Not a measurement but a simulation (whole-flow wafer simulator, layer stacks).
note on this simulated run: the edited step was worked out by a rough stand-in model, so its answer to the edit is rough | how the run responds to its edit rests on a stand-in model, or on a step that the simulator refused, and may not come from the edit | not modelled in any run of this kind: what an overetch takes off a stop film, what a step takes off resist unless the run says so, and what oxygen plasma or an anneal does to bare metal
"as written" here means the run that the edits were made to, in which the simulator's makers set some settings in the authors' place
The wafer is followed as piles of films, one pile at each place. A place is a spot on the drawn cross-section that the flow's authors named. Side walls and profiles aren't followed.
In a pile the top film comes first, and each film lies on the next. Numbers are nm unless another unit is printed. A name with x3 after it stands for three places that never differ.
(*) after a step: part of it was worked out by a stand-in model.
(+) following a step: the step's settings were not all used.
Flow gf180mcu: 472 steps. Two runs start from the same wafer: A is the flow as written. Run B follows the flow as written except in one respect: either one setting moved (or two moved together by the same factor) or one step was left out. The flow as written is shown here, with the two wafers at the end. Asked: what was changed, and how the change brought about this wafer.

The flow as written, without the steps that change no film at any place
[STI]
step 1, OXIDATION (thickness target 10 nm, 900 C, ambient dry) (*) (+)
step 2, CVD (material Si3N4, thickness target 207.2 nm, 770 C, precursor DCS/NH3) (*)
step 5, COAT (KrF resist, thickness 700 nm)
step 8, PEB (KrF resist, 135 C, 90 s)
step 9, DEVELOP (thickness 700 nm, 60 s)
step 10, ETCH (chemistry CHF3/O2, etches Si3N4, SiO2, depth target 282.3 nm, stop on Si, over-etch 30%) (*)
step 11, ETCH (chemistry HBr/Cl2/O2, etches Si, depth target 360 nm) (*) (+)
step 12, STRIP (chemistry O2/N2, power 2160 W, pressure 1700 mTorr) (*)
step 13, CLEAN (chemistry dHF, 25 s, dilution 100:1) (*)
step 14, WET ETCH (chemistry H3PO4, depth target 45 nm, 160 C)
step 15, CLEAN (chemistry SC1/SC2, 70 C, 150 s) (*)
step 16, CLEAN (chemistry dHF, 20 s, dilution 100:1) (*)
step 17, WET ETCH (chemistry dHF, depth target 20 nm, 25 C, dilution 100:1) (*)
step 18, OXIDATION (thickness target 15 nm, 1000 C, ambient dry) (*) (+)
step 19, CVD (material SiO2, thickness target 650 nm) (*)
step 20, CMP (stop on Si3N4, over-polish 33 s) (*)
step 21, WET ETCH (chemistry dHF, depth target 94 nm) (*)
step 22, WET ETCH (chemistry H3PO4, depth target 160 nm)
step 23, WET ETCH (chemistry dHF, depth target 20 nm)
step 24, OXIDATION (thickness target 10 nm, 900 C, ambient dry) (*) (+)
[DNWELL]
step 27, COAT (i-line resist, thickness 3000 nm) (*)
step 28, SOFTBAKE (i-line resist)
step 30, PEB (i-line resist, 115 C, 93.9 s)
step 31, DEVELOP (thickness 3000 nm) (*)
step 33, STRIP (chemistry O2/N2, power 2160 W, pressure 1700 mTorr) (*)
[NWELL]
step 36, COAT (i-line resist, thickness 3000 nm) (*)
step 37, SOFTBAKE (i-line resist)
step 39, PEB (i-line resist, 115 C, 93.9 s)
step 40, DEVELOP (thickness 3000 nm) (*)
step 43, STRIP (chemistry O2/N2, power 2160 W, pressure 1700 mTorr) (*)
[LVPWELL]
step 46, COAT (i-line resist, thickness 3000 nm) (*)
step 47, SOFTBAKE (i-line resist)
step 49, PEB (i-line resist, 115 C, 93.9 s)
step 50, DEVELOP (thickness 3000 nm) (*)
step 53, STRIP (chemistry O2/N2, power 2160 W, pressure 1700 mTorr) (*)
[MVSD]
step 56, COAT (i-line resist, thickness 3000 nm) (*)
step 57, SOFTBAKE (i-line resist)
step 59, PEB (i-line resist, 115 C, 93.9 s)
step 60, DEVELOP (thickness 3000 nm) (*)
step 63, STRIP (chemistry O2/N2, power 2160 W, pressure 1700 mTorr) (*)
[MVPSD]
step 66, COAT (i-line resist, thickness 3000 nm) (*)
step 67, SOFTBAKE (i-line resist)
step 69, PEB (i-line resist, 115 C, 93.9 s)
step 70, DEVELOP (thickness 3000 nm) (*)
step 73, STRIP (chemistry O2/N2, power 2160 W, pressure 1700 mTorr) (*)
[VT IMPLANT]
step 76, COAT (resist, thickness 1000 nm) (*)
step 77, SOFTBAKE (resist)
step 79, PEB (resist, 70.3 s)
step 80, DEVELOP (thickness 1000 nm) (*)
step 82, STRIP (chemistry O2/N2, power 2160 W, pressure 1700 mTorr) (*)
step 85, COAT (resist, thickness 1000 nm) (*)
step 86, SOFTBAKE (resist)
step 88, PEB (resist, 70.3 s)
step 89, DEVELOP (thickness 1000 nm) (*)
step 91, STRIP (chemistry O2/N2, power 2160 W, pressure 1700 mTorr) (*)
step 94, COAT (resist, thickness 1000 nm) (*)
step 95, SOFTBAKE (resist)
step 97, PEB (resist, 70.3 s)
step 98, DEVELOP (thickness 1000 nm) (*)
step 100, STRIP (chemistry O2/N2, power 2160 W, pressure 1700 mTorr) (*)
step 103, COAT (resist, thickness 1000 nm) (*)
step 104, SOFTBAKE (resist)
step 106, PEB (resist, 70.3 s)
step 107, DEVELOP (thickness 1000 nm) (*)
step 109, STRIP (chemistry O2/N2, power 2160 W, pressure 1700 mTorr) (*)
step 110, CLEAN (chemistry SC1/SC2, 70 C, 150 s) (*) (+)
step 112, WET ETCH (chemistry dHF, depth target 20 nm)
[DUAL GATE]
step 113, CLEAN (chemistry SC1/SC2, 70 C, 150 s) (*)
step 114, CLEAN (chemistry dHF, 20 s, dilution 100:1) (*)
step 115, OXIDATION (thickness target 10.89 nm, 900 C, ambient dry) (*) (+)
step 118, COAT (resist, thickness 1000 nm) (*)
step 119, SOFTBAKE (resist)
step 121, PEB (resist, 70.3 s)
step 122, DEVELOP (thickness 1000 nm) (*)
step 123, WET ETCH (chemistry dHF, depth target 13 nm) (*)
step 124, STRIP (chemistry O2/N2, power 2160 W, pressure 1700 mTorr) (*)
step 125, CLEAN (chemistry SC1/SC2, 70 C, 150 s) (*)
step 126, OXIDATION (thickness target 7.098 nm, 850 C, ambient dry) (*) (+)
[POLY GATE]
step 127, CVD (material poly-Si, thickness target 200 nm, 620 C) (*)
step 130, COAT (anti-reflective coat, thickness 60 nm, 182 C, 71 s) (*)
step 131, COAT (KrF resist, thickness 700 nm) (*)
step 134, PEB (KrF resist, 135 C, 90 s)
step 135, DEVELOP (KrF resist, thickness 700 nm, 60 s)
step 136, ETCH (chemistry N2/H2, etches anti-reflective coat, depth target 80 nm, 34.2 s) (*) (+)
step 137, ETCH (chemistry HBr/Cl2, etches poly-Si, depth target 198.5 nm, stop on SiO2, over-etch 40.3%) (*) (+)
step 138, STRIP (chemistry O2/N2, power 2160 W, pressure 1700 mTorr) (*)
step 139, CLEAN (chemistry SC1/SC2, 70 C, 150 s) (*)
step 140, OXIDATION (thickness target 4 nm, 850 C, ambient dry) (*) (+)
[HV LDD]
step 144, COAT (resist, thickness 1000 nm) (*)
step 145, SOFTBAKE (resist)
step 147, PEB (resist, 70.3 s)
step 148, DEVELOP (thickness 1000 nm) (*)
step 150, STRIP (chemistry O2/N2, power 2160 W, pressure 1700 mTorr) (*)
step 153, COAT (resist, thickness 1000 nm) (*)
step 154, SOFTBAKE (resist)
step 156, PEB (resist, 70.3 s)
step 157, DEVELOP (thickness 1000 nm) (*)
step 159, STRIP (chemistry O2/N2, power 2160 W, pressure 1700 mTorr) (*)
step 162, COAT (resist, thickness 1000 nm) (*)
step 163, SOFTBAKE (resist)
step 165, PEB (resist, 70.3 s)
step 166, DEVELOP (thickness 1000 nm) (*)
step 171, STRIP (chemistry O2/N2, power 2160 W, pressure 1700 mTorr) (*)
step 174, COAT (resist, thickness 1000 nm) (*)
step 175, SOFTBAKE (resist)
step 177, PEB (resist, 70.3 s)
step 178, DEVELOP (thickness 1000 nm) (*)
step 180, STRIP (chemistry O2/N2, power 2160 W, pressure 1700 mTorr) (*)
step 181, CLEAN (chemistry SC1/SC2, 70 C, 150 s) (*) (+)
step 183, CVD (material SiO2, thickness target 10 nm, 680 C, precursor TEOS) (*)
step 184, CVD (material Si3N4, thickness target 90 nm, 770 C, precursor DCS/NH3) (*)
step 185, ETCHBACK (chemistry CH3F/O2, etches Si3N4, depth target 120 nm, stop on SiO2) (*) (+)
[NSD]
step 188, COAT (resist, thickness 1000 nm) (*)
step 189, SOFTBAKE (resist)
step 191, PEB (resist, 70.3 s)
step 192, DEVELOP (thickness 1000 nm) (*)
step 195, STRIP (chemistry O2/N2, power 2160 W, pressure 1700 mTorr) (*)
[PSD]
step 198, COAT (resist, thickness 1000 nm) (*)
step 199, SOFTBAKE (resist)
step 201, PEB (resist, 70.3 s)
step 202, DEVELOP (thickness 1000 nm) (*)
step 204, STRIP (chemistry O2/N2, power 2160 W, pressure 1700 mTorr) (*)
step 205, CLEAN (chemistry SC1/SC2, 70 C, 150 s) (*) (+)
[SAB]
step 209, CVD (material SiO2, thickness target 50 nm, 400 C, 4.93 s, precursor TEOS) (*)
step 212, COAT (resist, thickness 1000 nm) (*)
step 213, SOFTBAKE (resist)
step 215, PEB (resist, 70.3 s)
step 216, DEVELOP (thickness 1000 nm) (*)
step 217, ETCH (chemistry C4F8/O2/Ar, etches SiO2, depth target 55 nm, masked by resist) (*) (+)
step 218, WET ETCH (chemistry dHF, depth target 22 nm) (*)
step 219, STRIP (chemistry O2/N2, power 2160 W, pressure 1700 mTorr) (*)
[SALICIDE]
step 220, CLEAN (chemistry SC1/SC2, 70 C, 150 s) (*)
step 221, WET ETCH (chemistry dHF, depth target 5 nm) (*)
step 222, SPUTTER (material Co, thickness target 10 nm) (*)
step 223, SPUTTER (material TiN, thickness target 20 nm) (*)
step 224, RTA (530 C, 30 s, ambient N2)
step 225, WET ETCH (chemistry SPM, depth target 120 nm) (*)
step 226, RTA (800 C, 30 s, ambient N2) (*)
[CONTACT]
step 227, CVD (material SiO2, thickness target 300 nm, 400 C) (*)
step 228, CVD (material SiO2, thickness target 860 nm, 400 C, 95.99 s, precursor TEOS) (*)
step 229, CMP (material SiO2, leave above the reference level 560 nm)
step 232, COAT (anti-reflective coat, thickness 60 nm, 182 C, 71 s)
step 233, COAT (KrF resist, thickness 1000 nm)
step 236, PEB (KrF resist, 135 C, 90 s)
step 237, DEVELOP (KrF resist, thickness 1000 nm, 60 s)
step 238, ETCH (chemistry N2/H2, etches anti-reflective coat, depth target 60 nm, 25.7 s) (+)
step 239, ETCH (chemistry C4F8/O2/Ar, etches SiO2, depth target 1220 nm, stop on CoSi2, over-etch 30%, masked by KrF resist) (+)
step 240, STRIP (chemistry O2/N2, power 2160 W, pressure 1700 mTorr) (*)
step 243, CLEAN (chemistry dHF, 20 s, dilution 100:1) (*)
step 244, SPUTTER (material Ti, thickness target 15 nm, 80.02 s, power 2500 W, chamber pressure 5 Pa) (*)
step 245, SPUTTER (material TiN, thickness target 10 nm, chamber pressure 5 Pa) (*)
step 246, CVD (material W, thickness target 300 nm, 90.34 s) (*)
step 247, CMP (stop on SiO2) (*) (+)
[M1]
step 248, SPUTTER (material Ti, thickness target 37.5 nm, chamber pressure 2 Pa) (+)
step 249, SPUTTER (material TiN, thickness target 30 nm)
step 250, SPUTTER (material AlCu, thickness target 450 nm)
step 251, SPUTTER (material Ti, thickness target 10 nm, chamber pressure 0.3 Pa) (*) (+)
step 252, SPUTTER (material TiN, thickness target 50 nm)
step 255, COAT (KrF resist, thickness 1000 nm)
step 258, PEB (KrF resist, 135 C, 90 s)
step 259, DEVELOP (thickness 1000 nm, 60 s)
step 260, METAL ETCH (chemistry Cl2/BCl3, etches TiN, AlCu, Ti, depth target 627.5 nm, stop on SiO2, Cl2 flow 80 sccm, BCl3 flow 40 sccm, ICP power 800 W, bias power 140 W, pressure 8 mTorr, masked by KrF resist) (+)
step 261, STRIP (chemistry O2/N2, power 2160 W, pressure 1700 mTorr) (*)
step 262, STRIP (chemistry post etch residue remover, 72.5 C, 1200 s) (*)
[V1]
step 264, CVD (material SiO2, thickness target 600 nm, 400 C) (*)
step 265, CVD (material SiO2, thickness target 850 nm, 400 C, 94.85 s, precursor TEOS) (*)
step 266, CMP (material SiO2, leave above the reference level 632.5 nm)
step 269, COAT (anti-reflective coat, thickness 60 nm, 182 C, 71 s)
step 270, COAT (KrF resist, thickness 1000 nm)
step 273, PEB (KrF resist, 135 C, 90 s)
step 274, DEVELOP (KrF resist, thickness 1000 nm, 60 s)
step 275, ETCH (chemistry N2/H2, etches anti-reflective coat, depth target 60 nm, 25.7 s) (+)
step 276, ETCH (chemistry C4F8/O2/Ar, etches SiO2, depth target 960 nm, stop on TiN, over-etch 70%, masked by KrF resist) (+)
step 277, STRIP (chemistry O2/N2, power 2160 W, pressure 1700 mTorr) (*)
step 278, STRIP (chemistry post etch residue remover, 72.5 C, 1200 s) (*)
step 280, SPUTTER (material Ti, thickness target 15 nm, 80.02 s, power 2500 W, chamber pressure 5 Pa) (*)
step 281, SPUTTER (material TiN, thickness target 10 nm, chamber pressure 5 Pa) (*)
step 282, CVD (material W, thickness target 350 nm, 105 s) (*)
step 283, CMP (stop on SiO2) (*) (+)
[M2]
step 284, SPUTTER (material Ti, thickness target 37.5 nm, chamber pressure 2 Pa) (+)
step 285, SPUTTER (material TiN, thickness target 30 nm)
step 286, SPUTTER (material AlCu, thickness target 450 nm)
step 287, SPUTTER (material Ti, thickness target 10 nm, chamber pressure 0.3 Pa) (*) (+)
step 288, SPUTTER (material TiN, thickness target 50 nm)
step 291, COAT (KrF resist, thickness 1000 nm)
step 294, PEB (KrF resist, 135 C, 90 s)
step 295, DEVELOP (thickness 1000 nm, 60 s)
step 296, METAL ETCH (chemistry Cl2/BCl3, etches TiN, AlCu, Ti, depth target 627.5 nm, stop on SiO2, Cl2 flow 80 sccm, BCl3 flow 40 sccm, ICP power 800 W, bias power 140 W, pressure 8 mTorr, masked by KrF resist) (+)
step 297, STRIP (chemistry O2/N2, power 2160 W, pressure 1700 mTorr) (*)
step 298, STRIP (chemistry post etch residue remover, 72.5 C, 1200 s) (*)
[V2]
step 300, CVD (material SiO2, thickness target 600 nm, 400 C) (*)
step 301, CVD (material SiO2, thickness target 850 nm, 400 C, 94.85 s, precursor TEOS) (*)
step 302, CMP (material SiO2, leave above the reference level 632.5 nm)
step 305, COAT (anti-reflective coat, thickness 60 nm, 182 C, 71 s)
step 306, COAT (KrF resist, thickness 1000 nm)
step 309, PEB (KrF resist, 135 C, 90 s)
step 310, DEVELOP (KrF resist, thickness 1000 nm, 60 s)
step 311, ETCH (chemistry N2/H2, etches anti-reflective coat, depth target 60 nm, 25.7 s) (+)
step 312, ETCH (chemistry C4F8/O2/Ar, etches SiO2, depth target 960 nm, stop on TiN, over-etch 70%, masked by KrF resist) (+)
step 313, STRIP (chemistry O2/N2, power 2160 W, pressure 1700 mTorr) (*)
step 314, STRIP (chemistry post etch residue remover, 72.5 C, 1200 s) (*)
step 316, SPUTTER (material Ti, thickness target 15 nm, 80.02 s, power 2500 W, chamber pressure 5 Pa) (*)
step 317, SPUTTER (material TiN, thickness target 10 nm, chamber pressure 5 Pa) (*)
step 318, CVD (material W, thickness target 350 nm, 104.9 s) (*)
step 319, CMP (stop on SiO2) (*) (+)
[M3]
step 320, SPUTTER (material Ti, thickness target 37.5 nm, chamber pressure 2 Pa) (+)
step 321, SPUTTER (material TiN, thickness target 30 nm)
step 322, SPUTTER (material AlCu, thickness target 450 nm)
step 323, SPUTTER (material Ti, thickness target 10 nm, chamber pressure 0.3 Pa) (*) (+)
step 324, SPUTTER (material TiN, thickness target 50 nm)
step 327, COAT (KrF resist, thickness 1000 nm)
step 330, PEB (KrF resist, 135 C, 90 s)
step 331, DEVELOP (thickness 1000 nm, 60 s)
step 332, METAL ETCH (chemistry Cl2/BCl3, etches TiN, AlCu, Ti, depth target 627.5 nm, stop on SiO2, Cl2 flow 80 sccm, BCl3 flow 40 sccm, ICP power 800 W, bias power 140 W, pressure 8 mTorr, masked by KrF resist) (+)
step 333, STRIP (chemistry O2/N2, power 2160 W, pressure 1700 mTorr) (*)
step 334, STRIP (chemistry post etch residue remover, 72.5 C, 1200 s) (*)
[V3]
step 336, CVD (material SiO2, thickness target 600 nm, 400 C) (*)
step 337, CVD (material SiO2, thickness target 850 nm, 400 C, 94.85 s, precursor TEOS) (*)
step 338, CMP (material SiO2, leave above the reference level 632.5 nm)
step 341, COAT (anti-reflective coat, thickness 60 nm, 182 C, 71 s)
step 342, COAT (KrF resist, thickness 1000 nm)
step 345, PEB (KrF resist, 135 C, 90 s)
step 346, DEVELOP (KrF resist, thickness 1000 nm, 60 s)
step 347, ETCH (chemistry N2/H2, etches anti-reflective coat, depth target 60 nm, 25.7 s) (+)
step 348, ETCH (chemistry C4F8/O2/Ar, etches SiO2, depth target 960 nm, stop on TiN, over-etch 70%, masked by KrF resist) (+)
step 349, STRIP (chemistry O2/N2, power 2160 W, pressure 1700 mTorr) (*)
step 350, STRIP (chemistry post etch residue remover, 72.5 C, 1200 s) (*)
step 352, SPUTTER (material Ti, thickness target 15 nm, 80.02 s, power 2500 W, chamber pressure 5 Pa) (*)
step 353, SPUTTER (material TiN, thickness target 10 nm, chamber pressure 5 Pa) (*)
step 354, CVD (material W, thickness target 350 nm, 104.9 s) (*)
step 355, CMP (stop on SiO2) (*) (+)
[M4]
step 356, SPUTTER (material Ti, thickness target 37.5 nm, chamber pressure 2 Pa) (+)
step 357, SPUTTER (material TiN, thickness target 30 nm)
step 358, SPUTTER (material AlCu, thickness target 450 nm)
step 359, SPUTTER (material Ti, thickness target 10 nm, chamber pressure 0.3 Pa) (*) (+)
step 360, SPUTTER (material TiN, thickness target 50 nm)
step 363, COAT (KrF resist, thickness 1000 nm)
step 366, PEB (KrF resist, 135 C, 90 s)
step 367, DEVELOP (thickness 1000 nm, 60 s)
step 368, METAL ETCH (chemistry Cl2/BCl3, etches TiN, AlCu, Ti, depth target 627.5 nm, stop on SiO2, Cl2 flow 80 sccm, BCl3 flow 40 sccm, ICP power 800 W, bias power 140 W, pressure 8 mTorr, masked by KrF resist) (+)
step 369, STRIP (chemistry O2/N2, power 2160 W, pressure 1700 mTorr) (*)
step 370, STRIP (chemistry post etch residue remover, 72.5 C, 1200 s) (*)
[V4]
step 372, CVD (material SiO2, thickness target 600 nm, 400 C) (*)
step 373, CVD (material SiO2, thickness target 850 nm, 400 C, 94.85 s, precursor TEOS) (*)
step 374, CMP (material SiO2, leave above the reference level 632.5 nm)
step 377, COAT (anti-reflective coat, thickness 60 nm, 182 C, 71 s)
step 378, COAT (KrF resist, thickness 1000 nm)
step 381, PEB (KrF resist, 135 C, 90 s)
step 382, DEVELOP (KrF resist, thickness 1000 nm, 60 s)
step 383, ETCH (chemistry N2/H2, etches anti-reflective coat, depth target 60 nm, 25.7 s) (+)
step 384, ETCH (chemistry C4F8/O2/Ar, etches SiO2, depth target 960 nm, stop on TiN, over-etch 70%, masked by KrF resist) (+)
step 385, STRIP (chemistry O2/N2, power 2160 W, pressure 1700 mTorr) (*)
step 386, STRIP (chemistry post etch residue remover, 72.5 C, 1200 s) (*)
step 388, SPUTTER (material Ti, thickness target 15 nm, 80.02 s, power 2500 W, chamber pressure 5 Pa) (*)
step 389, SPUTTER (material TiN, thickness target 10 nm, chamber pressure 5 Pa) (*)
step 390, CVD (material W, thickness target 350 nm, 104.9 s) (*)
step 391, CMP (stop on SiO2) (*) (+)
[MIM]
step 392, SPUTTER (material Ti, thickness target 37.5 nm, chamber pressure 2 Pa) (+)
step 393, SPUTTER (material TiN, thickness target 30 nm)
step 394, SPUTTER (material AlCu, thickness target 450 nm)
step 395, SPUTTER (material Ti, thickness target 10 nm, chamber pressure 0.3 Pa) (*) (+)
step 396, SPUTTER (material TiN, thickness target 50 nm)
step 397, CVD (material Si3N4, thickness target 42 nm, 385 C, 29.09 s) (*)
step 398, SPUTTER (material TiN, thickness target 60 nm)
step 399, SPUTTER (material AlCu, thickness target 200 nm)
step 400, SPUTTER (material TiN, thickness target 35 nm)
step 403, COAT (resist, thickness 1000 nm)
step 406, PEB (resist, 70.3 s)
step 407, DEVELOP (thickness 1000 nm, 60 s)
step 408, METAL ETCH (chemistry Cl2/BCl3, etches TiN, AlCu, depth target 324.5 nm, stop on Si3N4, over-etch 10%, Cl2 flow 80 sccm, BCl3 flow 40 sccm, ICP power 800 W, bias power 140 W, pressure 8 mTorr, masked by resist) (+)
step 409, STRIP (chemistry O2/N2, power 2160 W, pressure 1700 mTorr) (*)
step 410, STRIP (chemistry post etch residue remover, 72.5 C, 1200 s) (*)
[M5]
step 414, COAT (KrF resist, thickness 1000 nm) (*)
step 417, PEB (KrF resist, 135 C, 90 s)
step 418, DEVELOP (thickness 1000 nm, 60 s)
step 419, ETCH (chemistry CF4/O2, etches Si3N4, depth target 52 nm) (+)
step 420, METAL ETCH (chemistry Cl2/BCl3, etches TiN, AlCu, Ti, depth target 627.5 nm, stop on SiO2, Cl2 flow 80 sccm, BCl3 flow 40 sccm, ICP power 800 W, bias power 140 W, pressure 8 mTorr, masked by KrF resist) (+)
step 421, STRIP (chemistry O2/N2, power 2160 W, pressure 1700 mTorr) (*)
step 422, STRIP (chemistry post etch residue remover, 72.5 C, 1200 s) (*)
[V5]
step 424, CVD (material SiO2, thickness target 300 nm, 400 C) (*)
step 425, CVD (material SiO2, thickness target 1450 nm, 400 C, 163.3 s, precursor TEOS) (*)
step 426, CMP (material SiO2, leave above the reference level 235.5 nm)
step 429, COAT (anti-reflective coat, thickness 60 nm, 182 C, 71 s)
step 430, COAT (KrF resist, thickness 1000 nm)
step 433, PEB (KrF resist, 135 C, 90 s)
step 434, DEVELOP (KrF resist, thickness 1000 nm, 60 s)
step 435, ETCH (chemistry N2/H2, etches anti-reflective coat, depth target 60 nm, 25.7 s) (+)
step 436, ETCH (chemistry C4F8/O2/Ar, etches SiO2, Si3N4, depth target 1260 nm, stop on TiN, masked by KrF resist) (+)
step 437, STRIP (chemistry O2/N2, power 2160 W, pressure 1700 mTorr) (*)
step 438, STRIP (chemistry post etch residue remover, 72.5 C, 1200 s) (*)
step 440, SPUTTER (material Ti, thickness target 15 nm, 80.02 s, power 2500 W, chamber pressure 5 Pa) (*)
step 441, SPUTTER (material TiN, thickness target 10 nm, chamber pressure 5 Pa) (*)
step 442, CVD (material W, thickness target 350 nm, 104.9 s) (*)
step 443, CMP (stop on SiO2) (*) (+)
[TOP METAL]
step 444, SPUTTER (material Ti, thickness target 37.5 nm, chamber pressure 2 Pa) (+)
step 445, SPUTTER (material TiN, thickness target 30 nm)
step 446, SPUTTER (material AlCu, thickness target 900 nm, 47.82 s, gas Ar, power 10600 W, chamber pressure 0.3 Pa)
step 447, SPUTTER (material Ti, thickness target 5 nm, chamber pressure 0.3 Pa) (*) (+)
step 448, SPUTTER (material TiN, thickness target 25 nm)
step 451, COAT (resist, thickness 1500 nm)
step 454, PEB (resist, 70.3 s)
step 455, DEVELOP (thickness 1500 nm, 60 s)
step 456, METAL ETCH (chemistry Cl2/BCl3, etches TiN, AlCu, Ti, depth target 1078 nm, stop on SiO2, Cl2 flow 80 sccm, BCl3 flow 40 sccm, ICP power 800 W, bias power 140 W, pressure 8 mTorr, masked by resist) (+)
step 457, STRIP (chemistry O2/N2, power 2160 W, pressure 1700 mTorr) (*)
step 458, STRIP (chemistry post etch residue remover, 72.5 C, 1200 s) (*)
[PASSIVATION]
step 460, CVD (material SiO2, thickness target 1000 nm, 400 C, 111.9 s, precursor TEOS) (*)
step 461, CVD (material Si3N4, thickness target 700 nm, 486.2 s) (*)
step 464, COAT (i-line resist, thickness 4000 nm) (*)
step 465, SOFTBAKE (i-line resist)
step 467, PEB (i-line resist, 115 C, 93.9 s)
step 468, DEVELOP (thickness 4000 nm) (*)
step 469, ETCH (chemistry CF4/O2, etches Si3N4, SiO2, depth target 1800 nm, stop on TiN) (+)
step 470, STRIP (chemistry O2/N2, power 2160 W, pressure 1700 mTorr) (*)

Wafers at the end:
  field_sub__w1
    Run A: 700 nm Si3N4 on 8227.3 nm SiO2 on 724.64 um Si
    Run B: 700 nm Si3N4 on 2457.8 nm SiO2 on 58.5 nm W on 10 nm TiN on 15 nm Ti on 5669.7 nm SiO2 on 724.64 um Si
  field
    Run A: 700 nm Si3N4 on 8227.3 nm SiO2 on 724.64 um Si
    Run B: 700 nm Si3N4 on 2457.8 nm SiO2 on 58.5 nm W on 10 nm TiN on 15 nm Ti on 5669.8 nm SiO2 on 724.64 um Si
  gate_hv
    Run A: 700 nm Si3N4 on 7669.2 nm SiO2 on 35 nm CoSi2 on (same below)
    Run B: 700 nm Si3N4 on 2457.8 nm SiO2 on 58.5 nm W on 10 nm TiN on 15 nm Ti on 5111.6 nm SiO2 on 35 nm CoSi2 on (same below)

Cause: step 373, CVD: thickness target 425 nm was run, whereas the flow has thickness target 850 nm; step 373, CVD: 47.43 s was run, where the flow has 94.85 s.

Step by step, how the change led to this:
  step 373, CVD (material SiO2, thickness target 850 nm, 400 C, 94.85 s, precursor TEOS) (*)
      field, field__w1, field__w2 and 108 more: A +850 SiO2 | B +434.1 SiO2
  step 374, CMP (material SiO2, leave above the reference level 632.5 nm)
      field, field__w1, field__w2 and 103 more: A -300 SiO2 | B nothing
      field__w8, contact, m1, m1__w1, m1_nw: A -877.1 SiO2 | B -461.1 SiO2
  step 377, COAT (anti-reflective coat, thickness 60 nm, 182 C, 71 s)
      nw_enc_fld_lv, nw_enc_fld_lv__w3: A +60 anti-reflective coat (new film) | B +50.9 anti-reflective coat (new film)
      field: A +60 anti-reflective coat (new film) | B +106.5 anti-reflective coat (new film)
      (as well as at 17 more places)
  step 378, COAT (KrF resist, thickness 1000 nm)
      field__w1: A +1000 KrF resist (new film) | B +978 KrF resist (new film)
      n_well: A +1000 KrF resist (new film) | B +969.1 KrF resist (new film)
      (as well as at 9 more places)
  step 381, PEB (KrF resist, 135 C, 90 s)
      polyc_n, polyc_n_rim: A -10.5 KrF resist | B -11.5 KrF resist
      contact: A -10.5 KrF resist | B -9.69 KrF resist
      (as well as at 2 more places)
  step 382, DEVELOP (KrF resist, thickness 1000 nm, 60 s)
      contact: A -989.5 KrF resist (all of it) | B -935.9 KrF resist (all of it)
  step 383, ETCH (chemistry N2/H2, etches anti-reflective coat, depth target 60 nm, 25.7 s) (+)
      contact: A -60 anti-reflective coat (all of it), -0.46 SiO2 | B -22.8 anti-reflective coat (all of it), -1.42 SiO2
  step 385, STRIP (chemistry O2/N2, power 2160 W, pressure 1700 mTorr) (*)
      field: A -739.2 KrF resist (all of it), -60 anti-reflective coat (all of it) | B -721.2 KrF resist (all of it), -106.5 anti-reflective coat (all of it)
      field__w1: A -739.2 KrF resist (all of it), -60 anti-reflective coat (all of it) | B -717.5 KrF resist (all of it), -86.1 anti-reflective coat (all of it)
      (as well as at 17 more places)
  step 388, SPUTTER (material Ti, thickness target 15 nm, 80.02 s, power 2500 W, chamber pressure 5 Pa) (*)
      contact: A +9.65 Ti (new film) | B +10.3 Ti (new film)
  step 390, CVD (material W, thickness target 350 nm, 104.9 s) (*)
      contact: A +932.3 W (new film) | B +815.2 W (new film)
  step 391, CMP (stop on SiO2) (*) (+)
      field, field__w1, field__w2 and 103 more: A -350 W (all of it), -10 TiN (all of it), -15 Ti (all of it), -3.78 SiO2 | B -279.1 W
      field__w8, m1, m1__w1, m1_nw: A -350 W (all of it), -10 TiN (all of it), -15 Ti (all of it), -3.78 SiO2 | B -350 W (all of it), -10 TiN (all of it), -15 Ti (all of it), -20 SiO2
      (as well as at 1 more place)
  step 420, METAL ETCH (chemistry Cl2/BCl3, etches TiN, AlCu, Ti, depth target 627.5 nm, stop on SiO2, Cl2 flow 80 sccm, BCl3 flow 40 sccm, ICP power 800 W, bias power 140 W, pressure 8 mTorr, masked by KrF resist) (+)
      field, field__w1, field__w2 and 101 more: A -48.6 TiN (all of it), -10 Ti (all of it), -450 AlCu (all of it), -30 TiN (all of it), -37.5 Ti (all of it) | B -48.6 TiN (all of it), -10 Ti (all of it), -450 AlCu (all of it), -30 TiN (all of it), -37.5 Ti (all of it), -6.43 W
  step 422, STRIP (chemistry post etch residue remover, 72.5 C, 1200 s) (*)
      field, field__w1, field__w2 and 101 more: A nothing | B -6.01 W
  step 424, CVD (material SiO2, thickness target 300 nm, 400 C) (*)
      field, field__w1, field__w2 and 101 more: A +300 SiO2 | B +300 SiO2 (new film)
  step 426, CMP (material SiO2, leave above the reference level 235.5 nm)
      field, field__w1, field__w5 and 92 more: A -300.8 SiO2 | B -288.4 SiO2
      field__w2, field__w3, field__w12 and 6 more: A -272.7 SiO2 | B -259.7 SiO2
If metal films that touch count as one body, field_sub__w1 has 1 body; the flow as written gives 0 bodies.
If metal films that touch count as one body, field has 1 body; the flow as written gives 0 bodies.
If metal films that touch count as one body, gate_hv has 2 bodies (between them, from the top down: SiO2 5111.6); the flow as written gives 1 body.
